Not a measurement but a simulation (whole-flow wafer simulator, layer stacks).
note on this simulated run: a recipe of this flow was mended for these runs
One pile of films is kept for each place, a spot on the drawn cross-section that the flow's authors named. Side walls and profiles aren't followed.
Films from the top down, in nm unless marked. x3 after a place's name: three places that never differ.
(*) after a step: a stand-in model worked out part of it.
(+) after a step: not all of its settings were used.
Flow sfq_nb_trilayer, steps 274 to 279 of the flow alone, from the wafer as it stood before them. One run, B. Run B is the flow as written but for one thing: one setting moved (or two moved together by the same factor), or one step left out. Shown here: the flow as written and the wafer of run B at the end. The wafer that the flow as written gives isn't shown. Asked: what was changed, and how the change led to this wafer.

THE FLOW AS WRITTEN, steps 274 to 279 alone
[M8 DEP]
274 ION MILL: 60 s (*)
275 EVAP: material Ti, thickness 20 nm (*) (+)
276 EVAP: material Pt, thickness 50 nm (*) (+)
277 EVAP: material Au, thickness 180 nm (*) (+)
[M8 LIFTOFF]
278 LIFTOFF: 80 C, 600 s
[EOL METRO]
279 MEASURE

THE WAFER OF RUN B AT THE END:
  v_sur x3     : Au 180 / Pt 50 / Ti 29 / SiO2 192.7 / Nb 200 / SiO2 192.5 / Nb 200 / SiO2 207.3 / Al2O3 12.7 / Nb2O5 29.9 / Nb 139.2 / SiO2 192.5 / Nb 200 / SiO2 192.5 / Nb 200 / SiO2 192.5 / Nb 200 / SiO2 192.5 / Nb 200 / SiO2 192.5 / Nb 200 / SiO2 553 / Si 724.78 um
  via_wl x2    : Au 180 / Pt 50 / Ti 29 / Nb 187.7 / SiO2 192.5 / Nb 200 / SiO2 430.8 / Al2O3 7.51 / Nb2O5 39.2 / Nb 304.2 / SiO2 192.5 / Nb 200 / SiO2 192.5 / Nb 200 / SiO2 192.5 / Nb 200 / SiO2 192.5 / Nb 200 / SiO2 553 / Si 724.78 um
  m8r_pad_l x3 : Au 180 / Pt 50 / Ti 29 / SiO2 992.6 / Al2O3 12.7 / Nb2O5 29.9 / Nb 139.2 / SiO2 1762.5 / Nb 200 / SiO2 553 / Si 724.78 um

The cause: step 275, EVAP: thickness 29 nm was run, where the flow has thickness 20 nm.
It can be read off the wafer: v_sur x3 has Ti 29, and step 275 as written asks for 20 nm.

How the change led to this, step by step:
  275 EVAP: material Ti, thickness 20 nm (*) (+)
      field_l, v_sur x3, via_wl x2 and 100 more: Ti +29 (new film) (as written it would be: Ti +20 (new film))
  278 LIFTOFF: 80 C, 600 s
      p4_fl x5, p4_w1 x9, p3_s0 x11 and 49 more: Au -180 (all of it), Pt -50 (all of it), Ti -29 (all of it), KrF-resist-other-grade -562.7 (all of it), lift-off-underlayer -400 (all of it) (as written it would be: Au -180 (all of it), Pt -50 (all of it), Ti -20 (all of it), KrF-resist-other-grade -562.7 (all of it), lift-off-underlayer -400 (all of it))
      r_sur, res, r_end: Au -180 (all of it), Pt -50 (all of it), Ti -29 (all of it), KrF-resist-other-grade -559.9 (all of it), lift-off-underlayer -399.5 (all of it) (as written it would be: Au -180 (all of it), Pt -50 (all of it), Ti -20 (all of it), KrF-resist-other-grade -559.9 (all of it), lift-off-underlayer -399.5 (all of it))
      (and at 18 more places)
